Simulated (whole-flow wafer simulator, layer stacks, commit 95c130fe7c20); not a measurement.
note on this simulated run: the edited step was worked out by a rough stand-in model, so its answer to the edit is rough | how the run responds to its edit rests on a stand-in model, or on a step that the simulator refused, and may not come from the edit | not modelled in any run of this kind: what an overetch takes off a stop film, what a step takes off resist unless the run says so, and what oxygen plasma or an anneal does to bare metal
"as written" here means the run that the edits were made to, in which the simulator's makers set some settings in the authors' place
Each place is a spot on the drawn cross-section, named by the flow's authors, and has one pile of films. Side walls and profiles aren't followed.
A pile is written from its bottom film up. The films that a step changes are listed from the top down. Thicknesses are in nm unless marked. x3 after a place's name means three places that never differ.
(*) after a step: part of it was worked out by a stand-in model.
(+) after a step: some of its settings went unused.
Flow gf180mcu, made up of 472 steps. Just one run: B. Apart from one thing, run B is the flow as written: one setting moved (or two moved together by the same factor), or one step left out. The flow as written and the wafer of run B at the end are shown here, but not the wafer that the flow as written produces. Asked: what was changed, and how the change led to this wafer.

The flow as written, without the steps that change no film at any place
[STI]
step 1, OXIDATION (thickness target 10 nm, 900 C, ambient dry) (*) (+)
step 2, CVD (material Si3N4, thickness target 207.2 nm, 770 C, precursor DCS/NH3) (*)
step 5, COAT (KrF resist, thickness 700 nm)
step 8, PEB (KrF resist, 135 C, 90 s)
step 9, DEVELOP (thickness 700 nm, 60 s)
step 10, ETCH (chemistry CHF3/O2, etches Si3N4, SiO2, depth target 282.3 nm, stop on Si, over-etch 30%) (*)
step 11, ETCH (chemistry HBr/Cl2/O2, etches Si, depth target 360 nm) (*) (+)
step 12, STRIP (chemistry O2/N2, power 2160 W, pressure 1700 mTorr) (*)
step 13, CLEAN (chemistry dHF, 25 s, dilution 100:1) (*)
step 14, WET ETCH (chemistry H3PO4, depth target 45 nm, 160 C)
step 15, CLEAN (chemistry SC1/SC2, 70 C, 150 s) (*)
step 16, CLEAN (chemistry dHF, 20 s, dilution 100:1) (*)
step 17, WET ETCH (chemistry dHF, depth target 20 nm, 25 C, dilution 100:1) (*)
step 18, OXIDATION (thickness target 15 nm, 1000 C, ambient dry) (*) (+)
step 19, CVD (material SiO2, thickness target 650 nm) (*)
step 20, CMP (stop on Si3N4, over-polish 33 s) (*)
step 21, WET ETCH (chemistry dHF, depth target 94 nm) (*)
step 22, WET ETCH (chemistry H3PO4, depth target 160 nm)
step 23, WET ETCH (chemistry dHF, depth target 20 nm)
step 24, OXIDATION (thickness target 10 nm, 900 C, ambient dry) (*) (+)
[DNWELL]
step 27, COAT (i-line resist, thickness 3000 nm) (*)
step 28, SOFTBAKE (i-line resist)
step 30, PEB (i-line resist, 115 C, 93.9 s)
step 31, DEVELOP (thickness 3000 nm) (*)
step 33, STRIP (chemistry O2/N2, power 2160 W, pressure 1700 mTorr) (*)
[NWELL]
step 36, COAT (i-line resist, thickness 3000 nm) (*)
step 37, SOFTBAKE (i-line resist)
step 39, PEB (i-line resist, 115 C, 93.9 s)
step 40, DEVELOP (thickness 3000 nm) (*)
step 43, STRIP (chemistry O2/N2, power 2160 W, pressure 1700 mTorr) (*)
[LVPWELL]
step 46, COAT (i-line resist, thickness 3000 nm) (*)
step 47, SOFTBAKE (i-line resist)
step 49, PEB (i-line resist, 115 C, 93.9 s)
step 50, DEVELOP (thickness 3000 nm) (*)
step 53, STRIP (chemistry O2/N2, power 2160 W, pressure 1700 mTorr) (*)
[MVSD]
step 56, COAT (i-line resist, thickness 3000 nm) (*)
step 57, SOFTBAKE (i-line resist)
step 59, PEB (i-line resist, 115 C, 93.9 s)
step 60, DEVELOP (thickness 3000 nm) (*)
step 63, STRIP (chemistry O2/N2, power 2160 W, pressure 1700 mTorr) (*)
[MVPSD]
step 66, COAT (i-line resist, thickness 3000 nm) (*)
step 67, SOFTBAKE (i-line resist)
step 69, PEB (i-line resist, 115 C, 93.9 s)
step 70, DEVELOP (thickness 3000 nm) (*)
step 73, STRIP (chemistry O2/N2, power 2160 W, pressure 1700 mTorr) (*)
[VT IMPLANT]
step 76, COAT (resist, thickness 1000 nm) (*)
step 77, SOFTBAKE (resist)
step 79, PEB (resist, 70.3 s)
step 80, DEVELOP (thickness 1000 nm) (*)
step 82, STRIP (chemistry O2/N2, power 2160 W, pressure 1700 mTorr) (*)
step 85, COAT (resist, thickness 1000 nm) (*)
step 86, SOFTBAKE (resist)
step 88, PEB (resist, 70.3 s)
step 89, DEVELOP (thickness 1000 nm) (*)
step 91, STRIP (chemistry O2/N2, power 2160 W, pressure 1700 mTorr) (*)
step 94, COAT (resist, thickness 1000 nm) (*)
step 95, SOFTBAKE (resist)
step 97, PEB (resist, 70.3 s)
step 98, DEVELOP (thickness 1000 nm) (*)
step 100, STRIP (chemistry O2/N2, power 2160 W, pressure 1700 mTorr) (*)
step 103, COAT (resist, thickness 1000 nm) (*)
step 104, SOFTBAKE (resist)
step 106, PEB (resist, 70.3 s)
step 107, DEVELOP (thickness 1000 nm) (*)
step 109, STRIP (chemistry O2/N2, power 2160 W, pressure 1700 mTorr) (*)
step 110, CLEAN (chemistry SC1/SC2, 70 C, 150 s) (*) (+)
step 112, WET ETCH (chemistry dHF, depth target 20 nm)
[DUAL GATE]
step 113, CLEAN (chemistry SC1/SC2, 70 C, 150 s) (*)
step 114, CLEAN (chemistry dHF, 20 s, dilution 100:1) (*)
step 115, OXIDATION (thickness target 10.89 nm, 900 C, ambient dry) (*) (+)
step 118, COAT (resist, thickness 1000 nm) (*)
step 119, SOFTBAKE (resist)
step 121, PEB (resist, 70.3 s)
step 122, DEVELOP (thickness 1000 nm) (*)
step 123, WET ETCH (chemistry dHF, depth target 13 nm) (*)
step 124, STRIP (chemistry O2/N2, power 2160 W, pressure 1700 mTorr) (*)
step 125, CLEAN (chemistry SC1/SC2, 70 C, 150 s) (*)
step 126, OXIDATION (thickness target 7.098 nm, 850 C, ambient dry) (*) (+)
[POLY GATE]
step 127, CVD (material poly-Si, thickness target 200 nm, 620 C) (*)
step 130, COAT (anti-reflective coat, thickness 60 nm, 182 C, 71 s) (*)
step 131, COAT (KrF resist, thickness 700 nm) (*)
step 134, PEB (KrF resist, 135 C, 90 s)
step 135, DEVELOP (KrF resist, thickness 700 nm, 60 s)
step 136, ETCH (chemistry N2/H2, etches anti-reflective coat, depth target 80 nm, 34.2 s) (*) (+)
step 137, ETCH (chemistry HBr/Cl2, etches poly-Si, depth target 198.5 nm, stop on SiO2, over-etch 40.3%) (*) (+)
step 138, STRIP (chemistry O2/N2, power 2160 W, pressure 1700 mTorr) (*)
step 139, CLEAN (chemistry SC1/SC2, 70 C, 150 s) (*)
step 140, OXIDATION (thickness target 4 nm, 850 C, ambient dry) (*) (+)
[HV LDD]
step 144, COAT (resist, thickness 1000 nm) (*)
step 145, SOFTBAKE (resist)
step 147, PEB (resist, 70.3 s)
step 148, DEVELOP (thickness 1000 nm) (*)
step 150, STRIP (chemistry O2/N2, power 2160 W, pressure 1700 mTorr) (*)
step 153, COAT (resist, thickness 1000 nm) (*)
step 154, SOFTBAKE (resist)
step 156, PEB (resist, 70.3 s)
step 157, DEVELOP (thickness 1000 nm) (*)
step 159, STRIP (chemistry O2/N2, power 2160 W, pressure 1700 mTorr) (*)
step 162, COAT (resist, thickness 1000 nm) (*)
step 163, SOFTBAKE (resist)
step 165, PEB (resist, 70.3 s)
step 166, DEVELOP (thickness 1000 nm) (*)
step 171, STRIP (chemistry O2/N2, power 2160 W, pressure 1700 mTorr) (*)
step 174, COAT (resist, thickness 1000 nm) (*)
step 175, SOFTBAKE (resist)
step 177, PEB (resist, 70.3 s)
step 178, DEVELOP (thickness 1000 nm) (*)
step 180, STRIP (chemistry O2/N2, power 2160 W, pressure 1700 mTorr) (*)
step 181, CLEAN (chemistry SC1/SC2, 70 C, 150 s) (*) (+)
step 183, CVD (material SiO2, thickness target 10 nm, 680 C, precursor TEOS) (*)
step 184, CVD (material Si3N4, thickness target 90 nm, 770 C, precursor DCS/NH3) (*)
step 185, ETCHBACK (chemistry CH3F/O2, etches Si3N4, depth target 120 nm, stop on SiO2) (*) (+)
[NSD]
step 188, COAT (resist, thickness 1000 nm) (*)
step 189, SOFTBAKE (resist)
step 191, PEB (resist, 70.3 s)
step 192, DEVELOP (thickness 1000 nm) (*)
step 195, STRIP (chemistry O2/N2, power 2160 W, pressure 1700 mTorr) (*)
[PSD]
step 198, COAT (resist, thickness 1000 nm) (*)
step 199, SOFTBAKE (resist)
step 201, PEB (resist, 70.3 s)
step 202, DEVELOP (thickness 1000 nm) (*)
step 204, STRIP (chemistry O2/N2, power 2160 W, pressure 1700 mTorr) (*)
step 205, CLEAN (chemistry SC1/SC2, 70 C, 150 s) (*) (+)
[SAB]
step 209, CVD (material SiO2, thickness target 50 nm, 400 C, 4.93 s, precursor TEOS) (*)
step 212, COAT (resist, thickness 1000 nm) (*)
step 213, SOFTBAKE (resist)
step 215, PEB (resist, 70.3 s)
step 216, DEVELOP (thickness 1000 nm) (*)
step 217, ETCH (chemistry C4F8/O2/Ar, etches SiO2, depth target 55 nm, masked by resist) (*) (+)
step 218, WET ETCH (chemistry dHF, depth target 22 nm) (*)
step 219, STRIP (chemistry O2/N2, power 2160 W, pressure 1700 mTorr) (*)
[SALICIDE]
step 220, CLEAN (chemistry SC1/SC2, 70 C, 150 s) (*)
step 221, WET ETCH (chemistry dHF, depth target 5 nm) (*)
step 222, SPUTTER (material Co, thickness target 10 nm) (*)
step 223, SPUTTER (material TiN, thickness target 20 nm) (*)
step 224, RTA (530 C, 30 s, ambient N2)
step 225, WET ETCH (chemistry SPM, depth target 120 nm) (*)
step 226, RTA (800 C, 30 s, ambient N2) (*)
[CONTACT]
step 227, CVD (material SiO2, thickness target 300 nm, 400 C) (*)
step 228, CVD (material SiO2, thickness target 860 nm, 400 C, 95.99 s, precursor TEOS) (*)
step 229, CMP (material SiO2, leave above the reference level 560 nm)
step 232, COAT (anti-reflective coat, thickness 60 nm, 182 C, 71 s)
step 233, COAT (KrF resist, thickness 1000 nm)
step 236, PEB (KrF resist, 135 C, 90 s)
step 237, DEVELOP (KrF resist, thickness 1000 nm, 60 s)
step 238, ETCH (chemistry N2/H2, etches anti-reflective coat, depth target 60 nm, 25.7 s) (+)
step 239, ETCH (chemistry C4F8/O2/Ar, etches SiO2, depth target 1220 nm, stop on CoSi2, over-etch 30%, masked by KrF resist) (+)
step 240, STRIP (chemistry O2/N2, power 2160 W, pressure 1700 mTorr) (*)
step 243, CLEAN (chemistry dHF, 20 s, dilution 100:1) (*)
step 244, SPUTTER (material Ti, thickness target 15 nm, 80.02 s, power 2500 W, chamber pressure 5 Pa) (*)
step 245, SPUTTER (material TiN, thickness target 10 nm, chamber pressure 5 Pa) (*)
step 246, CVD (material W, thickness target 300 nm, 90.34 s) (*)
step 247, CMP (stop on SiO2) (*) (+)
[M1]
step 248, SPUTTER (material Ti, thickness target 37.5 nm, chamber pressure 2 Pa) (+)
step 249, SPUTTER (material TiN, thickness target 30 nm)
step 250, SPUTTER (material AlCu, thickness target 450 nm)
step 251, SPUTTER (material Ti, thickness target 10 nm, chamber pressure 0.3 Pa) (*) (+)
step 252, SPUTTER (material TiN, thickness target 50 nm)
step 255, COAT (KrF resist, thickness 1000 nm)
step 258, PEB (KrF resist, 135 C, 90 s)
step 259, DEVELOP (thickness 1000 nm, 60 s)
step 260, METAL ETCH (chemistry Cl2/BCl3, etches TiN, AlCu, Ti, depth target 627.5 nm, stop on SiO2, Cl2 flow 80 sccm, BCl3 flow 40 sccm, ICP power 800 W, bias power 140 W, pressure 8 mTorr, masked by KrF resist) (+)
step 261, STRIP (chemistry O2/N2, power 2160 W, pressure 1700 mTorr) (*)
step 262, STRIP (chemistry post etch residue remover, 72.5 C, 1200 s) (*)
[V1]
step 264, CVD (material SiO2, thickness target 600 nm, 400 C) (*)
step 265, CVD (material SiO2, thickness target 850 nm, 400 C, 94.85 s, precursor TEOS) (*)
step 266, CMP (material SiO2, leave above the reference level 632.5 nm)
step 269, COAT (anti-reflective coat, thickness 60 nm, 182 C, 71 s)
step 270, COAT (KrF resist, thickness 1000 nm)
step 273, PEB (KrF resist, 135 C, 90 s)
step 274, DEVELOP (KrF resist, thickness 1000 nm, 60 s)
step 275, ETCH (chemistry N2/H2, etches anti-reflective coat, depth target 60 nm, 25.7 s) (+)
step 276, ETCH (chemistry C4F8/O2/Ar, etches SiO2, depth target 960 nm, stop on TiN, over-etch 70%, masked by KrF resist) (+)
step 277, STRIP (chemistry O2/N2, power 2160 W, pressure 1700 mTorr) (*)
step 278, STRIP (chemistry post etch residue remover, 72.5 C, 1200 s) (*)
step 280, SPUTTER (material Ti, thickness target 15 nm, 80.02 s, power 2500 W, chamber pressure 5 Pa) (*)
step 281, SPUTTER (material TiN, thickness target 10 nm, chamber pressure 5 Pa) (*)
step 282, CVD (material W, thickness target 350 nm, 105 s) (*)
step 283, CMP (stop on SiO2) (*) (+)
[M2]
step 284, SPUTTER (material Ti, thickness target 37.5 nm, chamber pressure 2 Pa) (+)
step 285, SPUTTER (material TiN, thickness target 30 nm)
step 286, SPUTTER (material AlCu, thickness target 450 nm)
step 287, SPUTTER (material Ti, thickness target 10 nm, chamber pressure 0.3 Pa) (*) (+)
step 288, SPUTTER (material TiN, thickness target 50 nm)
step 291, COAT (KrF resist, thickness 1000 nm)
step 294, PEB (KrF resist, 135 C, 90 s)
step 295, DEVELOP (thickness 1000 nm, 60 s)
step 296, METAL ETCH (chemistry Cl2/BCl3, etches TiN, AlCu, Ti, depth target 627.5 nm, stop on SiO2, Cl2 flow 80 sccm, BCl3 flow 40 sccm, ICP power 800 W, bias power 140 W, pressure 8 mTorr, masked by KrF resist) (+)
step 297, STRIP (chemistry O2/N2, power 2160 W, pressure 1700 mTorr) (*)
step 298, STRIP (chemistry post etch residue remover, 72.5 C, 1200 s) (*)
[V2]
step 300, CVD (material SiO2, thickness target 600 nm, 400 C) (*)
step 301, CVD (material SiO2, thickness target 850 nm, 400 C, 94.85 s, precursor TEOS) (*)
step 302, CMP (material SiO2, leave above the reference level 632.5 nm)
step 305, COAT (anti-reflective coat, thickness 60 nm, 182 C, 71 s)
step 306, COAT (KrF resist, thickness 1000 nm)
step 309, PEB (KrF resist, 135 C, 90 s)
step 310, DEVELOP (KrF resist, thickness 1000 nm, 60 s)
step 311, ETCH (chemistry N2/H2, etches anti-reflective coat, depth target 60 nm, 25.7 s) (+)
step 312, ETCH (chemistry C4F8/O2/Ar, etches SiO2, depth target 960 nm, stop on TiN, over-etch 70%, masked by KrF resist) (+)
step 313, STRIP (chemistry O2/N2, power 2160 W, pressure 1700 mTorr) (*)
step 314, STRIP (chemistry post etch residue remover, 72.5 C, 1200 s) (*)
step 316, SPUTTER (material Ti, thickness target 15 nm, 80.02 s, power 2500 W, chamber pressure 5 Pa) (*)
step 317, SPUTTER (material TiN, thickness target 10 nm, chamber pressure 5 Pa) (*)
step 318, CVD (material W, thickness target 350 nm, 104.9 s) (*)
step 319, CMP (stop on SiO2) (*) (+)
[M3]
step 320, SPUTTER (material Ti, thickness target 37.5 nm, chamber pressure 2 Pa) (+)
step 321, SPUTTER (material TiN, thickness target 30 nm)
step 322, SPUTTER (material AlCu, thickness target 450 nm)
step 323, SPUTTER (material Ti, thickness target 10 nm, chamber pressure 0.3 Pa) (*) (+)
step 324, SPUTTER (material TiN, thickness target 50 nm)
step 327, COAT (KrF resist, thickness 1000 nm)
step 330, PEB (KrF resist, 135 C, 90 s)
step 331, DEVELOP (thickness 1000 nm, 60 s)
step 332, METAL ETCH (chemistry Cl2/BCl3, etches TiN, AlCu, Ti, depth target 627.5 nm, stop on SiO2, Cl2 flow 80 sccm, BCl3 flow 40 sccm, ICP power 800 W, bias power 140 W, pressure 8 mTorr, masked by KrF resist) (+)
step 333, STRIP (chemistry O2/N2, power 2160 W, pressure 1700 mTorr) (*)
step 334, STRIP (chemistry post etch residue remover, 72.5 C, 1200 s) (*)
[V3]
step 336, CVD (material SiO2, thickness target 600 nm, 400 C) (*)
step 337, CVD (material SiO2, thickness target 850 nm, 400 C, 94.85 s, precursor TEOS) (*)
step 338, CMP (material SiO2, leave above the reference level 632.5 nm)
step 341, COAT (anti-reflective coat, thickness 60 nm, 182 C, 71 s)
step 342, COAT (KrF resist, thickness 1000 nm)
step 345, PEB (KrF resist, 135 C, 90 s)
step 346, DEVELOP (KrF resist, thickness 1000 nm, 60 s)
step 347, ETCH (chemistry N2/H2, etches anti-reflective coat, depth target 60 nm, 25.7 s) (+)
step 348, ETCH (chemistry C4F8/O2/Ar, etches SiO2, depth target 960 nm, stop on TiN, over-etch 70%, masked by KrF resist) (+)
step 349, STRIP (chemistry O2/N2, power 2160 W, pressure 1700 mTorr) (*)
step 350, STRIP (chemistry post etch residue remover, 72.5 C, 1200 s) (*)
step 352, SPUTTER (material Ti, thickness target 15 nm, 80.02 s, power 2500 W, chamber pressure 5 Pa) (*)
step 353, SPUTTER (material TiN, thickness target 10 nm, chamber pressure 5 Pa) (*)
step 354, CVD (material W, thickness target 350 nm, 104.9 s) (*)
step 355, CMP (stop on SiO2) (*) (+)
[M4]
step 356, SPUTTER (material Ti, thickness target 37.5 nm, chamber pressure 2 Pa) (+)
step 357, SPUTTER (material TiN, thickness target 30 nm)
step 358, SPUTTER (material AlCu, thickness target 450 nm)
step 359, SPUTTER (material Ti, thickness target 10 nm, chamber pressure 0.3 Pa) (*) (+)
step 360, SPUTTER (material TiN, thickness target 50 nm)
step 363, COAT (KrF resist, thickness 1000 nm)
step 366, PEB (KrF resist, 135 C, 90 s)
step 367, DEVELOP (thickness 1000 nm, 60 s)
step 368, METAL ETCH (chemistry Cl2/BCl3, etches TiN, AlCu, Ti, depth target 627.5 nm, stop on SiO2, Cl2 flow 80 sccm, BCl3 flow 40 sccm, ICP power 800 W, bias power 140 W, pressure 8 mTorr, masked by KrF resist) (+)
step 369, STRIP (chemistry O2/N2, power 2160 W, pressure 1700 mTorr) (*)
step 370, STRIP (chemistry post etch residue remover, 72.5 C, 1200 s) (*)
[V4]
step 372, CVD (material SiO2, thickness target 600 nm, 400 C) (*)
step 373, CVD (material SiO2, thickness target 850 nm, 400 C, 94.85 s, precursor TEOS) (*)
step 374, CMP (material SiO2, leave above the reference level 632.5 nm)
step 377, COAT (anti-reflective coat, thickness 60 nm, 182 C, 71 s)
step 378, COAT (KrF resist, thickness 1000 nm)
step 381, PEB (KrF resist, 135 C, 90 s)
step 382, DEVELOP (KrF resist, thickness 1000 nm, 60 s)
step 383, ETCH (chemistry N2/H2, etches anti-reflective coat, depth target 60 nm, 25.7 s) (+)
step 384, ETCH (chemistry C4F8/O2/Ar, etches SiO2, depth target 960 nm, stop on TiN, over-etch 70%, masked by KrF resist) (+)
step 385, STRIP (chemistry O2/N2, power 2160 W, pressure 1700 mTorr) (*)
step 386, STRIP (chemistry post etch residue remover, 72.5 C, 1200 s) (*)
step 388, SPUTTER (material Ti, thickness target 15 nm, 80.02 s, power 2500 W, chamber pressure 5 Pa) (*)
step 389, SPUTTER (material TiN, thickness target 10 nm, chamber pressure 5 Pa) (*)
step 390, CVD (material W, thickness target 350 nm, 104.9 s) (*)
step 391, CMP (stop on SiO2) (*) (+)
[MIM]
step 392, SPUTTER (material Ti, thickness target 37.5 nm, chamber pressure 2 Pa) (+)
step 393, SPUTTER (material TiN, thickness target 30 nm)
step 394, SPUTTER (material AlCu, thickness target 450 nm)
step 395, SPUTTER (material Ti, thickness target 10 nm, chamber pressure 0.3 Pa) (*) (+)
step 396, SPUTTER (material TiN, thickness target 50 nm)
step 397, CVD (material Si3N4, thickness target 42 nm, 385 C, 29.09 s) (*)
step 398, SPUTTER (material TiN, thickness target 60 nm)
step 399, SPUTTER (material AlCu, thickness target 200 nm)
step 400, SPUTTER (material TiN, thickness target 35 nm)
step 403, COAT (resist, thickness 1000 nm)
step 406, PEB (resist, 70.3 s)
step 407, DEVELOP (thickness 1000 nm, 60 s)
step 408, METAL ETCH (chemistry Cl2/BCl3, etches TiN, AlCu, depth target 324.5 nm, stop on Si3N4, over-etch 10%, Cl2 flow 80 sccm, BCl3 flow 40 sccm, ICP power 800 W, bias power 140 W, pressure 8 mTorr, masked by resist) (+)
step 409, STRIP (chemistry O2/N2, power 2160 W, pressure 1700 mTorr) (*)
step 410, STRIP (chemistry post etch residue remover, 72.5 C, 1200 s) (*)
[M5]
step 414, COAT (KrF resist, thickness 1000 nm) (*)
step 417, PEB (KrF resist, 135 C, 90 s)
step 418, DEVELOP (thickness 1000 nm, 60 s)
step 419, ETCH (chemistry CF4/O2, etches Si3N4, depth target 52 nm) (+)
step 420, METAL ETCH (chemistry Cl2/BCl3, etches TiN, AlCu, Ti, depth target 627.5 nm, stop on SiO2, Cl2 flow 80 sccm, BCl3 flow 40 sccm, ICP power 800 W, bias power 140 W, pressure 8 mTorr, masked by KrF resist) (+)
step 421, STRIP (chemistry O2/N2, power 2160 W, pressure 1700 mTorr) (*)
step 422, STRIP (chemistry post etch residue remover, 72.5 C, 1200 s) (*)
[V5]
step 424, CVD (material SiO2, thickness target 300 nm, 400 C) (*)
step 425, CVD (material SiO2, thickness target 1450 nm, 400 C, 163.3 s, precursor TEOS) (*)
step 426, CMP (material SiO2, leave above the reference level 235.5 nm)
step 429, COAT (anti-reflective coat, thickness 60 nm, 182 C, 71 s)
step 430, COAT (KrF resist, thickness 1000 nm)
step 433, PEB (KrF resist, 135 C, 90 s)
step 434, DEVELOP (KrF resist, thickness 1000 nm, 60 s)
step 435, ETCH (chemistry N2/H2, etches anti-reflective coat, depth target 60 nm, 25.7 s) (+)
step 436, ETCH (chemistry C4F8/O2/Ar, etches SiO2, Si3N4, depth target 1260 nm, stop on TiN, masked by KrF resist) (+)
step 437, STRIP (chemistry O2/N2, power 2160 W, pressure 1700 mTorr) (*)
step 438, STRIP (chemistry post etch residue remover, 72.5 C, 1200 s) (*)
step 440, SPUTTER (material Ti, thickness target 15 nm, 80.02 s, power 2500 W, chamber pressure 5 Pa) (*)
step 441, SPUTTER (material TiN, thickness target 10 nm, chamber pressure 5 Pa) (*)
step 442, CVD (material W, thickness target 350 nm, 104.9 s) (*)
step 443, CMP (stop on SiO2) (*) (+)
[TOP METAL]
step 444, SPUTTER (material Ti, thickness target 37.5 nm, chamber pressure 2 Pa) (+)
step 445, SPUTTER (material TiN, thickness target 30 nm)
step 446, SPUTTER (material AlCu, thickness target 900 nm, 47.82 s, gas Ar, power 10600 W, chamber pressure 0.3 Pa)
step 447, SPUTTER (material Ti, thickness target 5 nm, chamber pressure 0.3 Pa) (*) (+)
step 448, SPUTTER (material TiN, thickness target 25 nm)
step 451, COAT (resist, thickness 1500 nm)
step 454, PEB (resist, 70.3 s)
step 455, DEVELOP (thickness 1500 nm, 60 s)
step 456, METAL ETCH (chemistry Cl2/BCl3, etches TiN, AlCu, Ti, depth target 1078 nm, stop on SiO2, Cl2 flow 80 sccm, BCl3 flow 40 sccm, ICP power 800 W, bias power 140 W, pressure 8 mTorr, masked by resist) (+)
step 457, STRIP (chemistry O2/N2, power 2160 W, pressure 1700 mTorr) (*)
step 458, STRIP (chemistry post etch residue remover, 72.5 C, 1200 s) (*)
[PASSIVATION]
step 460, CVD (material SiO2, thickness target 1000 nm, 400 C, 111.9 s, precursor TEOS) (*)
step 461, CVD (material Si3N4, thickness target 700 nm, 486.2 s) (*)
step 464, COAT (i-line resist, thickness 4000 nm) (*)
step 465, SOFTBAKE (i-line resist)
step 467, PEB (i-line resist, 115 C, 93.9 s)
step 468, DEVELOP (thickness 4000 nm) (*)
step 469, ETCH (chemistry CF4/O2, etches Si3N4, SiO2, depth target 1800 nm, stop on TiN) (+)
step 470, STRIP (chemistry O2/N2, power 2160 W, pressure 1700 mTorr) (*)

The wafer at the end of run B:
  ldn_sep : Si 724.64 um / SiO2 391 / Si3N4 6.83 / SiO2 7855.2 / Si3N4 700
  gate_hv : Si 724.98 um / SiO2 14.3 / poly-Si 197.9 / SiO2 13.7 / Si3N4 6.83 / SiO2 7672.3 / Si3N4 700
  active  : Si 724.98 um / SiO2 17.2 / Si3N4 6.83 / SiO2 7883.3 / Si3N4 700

The reason: step 184, CVD: thickness target 131 nm was run, while the flow as written has thickness target 90 nm.

The path from the change to this, step by step:
  step 184, CVD (material Si3N4, thickness target 90 nm, 770 C, precursor DCS/NH3) (*)
      field, field__w1, field__w2 and 101 more: +131 Si3N4 (new film) (as written it would have been: +90 Si3N4 (new film))
  step 185, ETCHBACK (chemistry CH3F/O2, etches Si3N4, depth target 120 nm, stop on SiO2) (*) (+)
      field, field__w1, field__w2 and 100 more: -120 Si3N4 (as written it would have been: -90 Si3N4 (all of it), -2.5 SiO2)
  step 188, COAT (resist, thickness 1000 nm) (*)
      spacer: +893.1 resist (new film) (as written it would have been: +920.2 resist (new film))
  step 189, SOFTBAKE (resist)
      field__w9: -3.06 resist (as written it would have been: +6.92 resist)
      field__w11: -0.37 resist (as written it would have been: +0.14 resist)
      (and at 22 other places as well)
  step 192, DEVELOP (thickness 1000 nm) (*)
      spacer: -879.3 resist (all of it) (as written it would have been: -905.9 resist (all of it))
  step 198, COAT (resist, thickness 1000 nm) (*)
      spacer: +893.1 resist (new film) (as written it would have been: +920.2 resist (new film))
  step 199, SOFTBAKE (resist)
      field__w9: -3.06 resist (as written it would have been: +6.92 resist)
      field__w11: -0.37 resist (as written it would have been: +0.14 resist)
      (and at 22 other places as well)
  step 204, STRIP (chemistry O2/N2, power 2160 W, pressure 1700 mTorr) (*)
      spacer: -879.3 resist (all of it) (as written it would have been: -905.9 resist (all of it))
  step 205, CLEAN (chemistry SC1/SC2, 70 C, 150 s) (*) (+)
      field, field__w1, field__w2 and 105 more: -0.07 Si3N4 (as written it would have been: -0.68 SiO2)
  step 209, CVD (material SiO2, thickness target 50 nm, 400 C, 4.93 s, precursor TEOS) (*)
      field, field__w7, field__w8 and 73 more: +50 SiO2 (new film) (as written it would have been: +50 SiO2)
      field_sub__w1, field_sub__w3, field_sub__w4, field_sub__w5, ld_drift_n: +48.8 SiO2 (new film) (as written it would have been: +48.9 SiO2)
      (and at 27 other places as well)
  step 212, COAT (resist, thickness 1000 nm) (*)
      spacer: +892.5 resist (new film) (as written it would have been: +919.4 resist (new film))
  step 213, SOFTBAKE (resist)
      npoly_sal: +0.38 resist (as written it would have been: -0.55 resist)
      field__w5: +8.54 resist (as written it would have been: +7.65 resist)
      (and at 12 other places as well)
  step 216, DEVELOP (thickness 1000 nm) (*)
      spacer: -878.8 resist (all of it) (as written it would have been: -905.1 resist (all of it))
  step 217, ETCH (chemistry C4F8/O2/Ar, etches SiO2, depth target 55 nm, masked by resist) (*) (+)
      field, field__w7, field__w8 and 70 more: -50 SiO2 (all of it), -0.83 Si3N4 (as written it would have been: -55 SiO2)
      field_sub__w1, field_sub__w3, field_sub__w4, field_sub__w5, ld_drift_n: -48.8 SiO2 (all of it), -1.04 Si3N4 (as written it would have been: -55 SiO2)
      (and at 21 other places as well)
  step 218, WET ETCH (chemistry dHF, depth target 22 nm) (*)
      gate, gate_hv, gate_p and 23 more: -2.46 Si3N4 (as written it would have been: -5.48 SiO2 (all of it))
      field, field__w10, sti and 14 more: -2.46 Si3N4 (as written it would have been: -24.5 SiO2)
      (and at 56 other places as well)
  step 219, STRIP (chemistry O2/N2, power 2160 W, pressure 1700 mTorr) (*)
      gate, gate_hv, gate_p and 23 more: nothing (as written it would have been: +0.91 chemical SiO2 (new film), -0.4 poly-Si)
      active, p_well, sd_n and 20 more: nothing (as written it would have been: +0.91 chemical SiO2 (new film), -0.4 Si)
  ... 14 further steps ...
  step 471, ANNEAL (400 C, 1800 s, ambient N2/H2)
      polyc_n, polyc_p: under 9 films: +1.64 void (new film), -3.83 Ti, +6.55 TiSi first (new film), -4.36 poly-Si (as written it would have been: nothing)
      contact: under 49 films: +1.62 void (new film), -3.83 Ti, +6.55 TiSi first (new film), -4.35 Si (as written it would have been: nothing)
With metal films that touch counted as one body, gate_hv has 0 bodies; the flow as written gives 1 body.
With metal films that touch counted as one body, active has 0 bodies; the flow as written gives 1 body.
